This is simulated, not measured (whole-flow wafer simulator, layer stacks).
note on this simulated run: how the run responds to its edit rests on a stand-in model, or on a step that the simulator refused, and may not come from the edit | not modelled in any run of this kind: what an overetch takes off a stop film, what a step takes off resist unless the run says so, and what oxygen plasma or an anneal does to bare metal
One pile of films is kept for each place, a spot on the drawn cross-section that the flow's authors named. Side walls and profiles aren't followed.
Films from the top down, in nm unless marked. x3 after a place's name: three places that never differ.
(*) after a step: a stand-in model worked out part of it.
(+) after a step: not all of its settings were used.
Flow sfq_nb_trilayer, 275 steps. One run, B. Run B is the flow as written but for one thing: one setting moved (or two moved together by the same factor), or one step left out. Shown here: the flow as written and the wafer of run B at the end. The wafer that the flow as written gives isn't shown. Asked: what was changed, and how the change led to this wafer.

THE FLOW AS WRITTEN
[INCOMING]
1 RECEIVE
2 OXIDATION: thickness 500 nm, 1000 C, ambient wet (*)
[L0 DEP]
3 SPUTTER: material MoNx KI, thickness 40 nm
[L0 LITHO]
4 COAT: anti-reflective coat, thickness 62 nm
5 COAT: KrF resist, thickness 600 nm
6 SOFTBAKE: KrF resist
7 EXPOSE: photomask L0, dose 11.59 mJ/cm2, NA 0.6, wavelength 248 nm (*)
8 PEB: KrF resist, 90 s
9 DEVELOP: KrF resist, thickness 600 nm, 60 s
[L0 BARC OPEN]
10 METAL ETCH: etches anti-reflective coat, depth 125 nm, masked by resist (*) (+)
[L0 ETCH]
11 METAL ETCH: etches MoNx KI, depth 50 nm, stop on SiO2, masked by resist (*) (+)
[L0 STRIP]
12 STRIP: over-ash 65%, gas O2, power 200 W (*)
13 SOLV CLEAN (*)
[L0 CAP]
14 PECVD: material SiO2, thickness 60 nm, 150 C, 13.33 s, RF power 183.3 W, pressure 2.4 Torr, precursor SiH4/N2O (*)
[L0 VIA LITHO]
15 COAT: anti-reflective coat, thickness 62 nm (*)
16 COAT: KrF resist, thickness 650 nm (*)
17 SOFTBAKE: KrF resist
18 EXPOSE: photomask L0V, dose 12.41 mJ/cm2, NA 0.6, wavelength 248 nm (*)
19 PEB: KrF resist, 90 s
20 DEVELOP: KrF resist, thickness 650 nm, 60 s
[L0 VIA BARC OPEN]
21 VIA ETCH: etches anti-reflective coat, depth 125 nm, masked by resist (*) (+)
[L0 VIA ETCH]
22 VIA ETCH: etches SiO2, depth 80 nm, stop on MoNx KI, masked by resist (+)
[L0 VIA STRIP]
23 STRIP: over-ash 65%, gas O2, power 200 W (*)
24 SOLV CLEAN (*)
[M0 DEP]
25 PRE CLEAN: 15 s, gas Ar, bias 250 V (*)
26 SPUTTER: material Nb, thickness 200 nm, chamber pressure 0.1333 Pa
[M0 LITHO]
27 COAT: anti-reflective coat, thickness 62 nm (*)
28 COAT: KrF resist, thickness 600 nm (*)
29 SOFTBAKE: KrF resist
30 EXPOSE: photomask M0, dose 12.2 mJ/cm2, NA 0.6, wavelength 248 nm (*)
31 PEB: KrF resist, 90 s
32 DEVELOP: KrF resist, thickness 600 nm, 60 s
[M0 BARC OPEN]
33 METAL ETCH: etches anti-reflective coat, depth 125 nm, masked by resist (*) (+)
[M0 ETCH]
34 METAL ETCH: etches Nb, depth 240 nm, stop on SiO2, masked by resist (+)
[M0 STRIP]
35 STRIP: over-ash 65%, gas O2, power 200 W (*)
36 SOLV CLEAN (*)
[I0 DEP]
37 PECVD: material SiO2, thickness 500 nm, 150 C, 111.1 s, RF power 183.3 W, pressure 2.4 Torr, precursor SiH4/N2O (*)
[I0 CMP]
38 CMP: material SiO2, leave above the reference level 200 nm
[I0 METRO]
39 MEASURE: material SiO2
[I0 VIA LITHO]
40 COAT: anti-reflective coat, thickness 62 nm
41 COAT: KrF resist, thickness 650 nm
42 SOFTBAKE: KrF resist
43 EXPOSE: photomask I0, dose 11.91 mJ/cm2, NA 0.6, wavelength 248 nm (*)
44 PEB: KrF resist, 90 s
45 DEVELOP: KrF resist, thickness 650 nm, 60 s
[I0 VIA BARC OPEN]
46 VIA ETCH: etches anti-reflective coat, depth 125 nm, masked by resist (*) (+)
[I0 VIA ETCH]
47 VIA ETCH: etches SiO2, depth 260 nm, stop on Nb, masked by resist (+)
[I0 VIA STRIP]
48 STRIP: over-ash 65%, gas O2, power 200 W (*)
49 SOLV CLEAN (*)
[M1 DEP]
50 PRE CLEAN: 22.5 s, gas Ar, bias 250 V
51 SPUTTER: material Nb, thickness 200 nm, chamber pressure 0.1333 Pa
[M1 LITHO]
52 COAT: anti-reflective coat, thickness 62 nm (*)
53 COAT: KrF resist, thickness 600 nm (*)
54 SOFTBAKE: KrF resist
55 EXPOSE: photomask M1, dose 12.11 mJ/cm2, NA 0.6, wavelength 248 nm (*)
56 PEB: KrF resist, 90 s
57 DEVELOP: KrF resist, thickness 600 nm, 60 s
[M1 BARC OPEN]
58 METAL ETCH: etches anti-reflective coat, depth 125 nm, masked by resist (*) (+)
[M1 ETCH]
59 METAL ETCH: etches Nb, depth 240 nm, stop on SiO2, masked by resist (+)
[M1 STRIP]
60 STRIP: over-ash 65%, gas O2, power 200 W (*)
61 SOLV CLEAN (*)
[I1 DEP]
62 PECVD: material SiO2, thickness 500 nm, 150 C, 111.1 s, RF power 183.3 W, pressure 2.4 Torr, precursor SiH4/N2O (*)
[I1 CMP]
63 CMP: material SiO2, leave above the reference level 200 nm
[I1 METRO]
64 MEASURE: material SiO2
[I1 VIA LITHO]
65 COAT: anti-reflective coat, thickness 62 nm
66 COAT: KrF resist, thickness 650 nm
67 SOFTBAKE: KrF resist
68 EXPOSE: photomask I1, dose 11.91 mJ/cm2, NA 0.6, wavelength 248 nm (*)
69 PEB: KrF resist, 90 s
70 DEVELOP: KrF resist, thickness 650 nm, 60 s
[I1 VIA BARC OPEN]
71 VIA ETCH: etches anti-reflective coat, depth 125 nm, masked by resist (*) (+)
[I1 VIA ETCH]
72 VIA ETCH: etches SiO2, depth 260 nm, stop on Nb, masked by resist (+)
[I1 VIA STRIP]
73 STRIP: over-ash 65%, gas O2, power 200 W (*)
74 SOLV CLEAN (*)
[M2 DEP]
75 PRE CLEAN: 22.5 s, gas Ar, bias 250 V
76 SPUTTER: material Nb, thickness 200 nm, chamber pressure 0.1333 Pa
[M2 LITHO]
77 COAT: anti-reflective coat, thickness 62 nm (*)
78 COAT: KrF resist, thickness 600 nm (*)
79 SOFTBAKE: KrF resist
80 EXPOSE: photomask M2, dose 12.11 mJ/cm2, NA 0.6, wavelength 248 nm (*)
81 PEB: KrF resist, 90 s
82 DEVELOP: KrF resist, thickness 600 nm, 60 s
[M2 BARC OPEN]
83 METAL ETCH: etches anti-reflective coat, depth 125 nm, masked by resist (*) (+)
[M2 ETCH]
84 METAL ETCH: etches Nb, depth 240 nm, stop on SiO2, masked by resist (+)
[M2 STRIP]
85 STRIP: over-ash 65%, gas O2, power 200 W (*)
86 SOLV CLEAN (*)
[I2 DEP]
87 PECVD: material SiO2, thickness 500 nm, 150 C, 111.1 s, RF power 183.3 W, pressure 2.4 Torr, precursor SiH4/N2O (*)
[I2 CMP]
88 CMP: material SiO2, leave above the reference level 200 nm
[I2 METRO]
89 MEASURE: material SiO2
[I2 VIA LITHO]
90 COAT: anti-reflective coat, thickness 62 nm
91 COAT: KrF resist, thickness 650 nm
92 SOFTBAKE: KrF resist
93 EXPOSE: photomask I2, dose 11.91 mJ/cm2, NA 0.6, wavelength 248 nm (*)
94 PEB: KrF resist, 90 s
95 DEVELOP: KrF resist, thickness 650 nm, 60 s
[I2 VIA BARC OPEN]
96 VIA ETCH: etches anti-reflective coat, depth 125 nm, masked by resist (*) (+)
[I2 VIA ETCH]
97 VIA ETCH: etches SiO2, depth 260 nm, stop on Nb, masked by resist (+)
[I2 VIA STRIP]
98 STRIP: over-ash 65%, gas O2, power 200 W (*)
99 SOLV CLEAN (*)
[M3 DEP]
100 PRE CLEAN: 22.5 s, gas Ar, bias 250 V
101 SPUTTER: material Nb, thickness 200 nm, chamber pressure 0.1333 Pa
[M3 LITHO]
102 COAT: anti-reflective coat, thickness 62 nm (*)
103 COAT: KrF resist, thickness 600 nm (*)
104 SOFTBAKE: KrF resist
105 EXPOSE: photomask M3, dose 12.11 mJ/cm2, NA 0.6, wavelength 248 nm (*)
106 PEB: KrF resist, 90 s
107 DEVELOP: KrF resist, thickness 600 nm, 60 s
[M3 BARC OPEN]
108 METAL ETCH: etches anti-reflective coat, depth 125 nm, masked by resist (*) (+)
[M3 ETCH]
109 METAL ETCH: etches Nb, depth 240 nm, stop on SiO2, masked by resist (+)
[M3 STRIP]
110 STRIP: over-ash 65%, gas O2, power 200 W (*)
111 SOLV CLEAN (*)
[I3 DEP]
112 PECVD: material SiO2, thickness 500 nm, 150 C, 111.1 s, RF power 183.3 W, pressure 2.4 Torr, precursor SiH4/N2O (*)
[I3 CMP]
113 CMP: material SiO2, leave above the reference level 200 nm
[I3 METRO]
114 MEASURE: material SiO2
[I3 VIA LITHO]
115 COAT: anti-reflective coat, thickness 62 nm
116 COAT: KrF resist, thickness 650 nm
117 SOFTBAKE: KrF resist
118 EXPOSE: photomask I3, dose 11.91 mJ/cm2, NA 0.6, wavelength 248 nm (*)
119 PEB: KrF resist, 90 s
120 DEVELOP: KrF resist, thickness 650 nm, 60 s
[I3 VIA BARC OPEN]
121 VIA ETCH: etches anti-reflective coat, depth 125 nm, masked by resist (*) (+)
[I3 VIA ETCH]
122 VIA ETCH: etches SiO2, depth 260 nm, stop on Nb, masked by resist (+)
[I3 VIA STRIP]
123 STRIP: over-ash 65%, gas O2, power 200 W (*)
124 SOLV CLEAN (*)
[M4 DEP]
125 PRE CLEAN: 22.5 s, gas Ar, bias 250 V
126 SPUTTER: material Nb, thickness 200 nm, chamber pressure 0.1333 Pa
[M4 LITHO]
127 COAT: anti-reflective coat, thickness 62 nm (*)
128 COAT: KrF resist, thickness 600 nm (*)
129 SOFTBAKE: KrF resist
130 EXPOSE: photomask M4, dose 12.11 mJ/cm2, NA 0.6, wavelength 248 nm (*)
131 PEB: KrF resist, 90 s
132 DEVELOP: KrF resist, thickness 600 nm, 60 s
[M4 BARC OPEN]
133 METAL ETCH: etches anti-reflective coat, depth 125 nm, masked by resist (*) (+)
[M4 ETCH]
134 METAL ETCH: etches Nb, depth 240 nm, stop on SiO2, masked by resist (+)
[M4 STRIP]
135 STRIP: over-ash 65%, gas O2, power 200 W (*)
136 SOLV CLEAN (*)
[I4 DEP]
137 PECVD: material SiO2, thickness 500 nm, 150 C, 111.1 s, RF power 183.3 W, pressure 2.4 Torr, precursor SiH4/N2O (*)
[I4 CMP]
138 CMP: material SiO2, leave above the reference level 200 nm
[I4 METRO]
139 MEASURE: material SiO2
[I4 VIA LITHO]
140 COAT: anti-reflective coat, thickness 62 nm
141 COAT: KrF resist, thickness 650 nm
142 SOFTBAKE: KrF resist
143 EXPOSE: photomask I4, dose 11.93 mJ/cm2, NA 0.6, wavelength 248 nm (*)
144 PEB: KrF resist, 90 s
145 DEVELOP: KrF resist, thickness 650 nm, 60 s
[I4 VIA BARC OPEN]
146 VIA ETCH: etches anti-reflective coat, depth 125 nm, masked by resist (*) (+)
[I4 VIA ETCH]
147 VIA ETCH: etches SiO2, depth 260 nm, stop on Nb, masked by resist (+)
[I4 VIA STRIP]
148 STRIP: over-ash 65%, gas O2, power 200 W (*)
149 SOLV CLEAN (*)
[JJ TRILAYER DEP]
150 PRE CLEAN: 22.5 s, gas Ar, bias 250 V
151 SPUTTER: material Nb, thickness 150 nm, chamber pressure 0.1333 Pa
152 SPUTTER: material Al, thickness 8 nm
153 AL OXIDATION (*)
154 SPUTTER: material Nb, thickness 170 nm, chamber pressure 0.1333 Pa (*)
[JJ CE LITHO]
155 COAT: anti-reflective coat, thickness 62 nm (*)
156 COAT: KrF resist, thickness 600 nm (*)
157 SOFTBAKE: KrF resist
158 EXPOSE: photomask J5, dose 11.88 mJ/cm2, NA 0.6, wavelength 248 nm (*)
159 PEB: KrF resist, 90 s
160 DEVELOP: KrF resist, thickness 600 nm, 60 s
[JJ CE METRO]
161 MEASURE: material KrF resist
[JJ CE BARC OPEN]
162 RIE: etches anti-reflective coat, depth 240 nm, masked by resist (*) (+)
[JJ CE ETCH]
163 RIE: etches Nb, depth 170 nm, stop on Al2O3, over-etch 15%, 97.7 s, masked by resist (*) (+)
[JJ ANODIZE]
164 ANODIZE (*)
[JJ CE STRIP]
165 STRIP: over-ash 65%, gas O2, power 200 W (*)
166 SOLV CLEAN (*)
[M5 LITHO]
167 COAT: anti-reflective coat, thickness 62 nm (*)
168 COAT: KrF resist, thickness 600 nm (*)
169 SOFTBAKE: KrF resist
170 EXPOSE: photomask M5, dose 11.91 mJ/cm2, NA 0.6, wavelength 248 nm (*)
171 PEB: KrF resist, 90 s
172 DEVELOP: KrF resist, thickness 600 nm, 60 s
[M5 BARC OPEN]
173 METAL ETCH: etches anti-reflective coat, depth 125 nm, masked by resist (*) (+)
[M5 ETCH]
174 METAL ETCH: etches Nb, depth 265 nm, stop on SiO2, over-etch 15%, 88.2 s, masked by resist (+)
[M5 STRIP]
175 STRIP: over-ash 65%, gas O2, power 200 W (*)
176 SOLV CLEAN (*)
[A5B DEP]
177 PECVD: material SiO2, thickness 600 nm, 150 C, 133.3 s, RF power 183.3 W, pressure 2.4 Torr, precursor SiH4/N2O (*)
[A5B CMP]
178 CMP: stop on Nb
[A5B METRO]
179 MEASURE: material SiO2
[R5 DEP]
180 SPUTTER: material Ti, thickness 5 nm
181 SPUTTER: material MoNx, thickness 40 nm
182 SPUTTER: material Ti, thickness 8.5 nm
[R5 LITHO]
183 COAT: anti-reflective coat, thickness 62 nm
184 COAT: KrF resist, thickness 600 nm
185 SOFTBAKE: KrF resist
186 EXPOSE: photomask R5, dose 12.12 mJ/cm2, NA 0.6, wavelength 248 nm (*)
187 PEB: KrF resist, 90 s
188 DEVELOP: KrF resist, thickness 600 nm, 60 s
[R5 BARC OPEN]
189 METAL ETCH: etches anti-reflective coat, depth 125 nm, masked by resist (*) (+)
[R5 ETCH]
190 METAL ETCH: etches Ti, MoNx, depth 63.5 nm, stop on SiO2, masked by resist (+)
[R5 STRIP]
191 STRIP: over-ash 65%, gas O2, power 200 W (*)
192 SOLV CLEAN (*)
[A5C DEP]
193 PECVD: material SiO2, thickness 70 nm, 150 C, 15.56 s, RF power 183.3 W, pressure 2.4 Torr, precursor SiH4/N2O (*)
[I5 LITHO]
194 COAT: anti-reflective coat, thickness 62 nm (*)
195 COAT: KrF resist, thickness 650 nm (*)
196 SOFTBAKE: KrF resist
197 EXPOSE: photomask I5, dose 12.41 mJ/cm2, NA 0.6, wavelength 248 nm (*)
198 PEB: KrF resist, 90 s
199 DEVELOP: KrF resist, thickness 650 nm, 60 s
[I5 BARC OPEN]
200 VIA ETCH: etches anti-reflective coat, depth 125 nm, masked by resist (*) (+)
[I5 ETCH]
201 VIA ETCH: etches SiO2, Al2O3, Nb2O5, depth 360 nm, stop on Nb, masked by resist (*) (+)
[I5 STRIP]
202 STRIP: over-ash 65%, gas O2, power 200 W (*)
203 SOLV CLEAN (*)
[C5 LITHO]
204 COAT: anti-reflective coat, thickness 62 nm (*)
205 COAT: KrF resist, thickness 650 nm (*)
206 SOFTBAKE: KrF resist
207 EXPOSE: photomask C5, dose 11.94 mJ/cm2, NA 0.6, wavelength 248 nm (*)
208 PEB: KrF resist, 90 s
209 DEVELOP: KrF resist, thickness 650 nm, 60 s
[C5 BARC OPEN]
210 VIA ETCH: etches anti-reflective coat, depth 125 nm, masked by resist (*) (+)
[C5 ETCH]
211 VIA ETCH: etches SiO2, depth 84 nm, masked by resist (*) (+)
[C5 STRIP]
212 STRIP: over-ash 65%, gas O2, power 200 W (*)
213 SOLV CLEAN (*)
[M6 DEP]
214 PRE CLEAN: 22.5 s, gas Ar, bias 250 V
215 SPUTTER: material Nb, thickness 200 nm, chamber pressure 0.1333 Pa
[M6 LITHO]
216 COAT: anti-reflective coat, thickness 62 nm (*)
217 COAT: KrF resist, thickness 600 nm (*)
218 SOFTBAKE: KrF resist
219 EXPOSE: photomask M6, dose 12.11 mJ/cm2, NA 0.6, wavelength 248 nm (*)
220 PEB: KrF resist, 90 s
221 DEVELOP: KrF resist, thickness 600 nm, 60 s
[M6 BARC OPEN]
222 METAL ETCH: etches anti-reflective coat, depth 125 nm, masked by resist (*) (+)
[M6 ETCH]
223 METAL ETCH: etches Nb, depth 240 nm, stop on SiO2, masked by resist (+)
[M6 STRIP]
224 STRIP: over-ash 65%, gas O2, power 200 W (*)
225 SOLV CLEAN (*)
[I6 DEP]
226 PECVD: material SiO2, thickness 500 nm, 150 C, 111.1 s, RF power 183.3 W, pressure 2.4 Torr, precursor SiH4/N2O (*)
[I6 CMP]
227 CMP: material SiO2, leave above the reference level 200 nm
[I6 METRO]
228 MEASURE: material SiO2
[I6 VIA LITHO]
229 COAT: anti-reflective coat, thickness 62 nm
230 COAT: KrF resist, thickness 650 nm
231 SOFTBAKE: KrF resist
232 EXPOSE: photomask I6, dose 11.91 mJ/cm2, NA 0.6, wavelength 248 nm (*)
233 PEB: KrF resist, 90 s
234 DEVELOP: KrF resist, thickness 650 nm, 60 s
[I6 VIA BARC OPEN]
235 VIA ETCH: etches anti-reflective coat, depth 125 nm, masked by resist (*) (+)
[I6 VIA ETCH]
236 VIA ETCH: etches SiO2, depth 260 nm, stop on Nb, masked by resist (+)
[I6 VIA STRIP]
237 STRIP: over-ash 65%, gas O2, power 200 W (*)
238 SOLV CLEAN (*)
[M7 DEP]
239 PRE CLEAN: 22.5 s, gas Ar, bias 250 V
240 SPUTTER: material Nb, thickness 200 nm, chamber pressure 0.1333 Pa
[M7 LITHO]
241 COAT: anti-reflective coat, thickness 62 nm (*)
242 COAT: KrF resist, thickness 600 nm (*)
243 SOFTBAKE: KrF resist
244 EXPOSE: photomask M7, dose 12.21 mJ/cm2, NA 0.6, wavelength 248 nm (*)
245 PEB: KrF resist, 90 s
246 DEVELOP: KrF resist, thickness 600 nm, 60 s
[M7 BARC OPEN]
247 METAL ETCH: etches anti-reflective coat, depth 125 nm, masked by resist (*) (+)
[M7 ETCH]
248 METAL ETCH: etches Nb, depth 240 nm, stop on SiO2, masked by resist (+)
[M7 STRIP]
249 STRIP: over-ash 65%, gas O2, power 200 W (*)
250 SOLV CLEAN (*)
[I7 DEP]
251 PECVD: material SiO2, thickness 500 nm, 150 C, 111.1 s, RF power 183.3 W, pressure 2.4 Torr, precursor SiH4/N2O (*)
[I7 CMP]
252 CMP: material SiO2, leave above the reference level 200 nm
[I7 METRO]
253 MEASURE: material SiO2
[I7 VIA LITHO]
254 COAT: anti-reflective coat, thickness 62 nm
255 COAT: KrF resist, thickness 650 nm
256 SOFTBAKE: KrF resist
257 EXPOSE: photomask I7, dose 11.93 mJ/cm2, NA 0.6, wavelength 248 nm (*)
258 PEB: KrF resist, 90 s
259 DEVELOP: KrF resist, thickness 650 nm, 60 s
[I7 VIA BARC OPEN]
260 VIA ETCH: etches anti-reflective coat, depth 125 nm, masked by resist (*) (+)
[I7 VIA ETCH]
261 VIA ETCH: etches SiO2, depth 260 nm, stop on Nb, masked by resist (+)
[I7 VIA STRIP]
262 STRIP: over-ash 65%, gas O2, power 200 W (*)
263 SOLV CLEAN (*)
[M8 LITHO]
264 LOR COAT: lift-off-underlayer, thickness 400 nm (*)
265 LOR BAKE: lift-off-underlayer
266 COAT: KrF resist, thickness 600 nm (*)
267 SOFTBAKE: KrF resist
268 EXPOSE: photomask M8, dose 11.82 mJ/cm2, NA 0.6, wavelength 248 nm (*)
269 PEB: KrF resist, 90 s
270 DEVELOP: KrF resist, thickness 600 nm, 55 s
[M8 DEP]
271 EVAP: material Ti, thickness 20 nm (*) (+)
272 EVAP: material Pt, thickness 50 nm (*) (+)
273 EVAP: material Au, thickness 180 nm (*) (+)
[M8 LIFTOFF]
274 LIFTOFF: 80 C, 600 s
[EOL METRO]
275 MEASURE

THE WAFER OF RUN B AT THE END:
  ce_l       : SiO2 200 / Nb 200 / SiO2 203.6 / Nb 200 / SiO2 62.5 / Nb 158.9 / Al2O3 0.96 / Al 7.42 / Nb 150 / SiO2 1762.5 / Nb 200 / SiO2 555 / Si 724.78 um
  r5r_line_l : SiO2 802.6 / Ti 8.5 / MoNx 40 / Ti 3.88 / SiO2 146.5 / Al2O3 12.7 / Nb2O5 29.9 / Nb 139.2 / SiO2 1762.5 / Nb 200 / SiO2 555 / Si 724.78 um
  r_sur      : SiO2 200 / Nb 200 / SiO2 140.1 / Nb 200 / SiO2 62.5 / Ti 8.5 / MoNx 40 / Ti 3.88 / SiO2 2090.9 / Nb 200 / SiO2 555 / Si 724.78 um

The cause: step 180, SPUTTER: thickness 3.88 nm was run, where the flow has thickness 5 nm.
It can be read off the wafer: r5r_line_l has Ti 3.88, and step 180 as written asks for 5 nm.

How the change led to this, step by step:
  180 SPUTTER: material Ti, thickness 5 nm
      field_l, v_sur, via_wl and 103 more: Ti +3.88 (new film) (as written it would be: Ti +5 (new film))
  190 METAL ETCH: etches Ti, MoNx, depth 63.5 nm, stop on SiO2, masked by resist (+)
      field_l, v_sur, via_wl and 92 more: Ti -8.5 (all of it), MoNx -40 (all of it), Ti -3.88 (all of it) (as written it would be: Ti -8.5 (all of it), MoNx -40 (all of it), Ti -5 (all of it))
      ce_l, c5j, ce_r, wl_jj: Ti -8.5 (all of it), MoNx -40 (all of it), Ti -3.88 (all of it), Nb -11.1 (as written it would be: Ti -8.5 (all of it), MoNx -40 (all of it), Ti -5 (all of it), Nb -10)
